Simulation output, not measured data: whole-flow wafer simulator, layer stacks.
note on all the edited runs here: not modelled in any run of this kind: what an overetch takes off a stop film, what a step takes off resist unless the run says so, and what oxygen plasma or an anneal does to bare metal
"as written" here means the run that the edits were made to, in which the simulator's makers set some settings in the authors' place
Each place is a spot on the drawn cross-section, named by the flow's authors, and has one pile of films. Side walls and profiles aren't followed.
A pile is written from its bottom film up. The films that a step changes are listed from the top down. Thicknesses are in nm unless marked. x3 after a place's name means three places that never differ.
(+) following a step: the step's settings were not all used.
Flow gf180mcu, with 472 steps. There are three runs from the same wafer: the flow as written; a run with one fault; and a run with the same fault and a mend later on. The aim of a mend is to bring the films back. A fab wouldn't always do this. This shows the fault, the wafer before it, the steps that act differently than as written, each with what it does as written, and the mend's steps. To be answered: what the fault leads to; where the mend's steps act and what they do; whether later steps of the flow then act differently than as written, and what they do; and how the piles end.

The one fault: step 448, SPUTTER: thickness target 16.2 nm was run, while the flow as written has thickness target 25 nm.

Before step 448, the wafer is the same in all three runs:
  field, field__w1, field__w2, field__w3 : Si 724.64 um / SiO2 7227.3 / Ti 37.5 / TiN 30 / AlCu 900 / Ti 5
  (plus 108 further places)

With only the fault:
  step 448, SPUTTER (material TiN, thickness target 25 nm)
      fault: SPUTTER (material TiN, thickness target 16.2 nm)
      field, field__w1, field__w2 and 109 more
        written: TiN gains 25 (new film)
        fault: TiN gains 16.2 (new film)
  Steps further on in the flow that do not act as written (5 other steps are not shown; they differ only slightly, by no more than 2% or 0.5 nm, whichever is larger):
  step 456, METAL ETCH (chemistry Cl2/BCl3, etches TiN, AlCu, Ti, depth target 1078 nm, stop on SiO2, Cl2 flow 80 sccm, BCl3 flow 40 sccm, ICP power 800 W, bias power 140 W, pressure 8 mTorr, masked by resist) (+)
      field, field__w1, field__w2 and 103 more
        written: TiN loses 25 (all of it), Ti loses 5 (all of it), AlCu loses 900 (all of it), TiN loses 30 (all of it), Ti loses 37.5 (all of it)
        fault: TiN loses 16.2 (all of it), Ti loses 5 (all of it), AlCu loses 900 (all of it), TiN loses 30 (all of it), Ti loses 37.5 (all of it)
  At field__w8, contact, m1, m1__w1, pad, m1_nw, the piles at the end differ from the flow's by more than 2% or 0.5 nm, whichever is larger.
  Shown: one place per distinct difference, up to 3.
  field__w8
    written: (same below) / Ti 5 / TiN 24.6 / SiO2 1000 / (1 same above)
    fault: (same below) / Ti 5 / TiN 15.8 / SiO2 1000 / (1 same above)
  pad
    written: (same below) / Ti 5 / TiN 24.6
    fault: (same below) / Ti 5 / TiN 15.8

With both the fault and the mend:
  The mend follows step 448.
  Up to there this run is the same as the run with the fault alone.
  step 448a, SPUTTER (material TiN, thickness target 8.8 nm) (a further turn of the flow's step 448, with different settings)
      field, field__w1, field__w2 and 109 more
        TiN gains 8.8
  Later steps of the flow that are run all act as written at every place that is followed.
  The piles end the same as the flow's at every place that both follow.
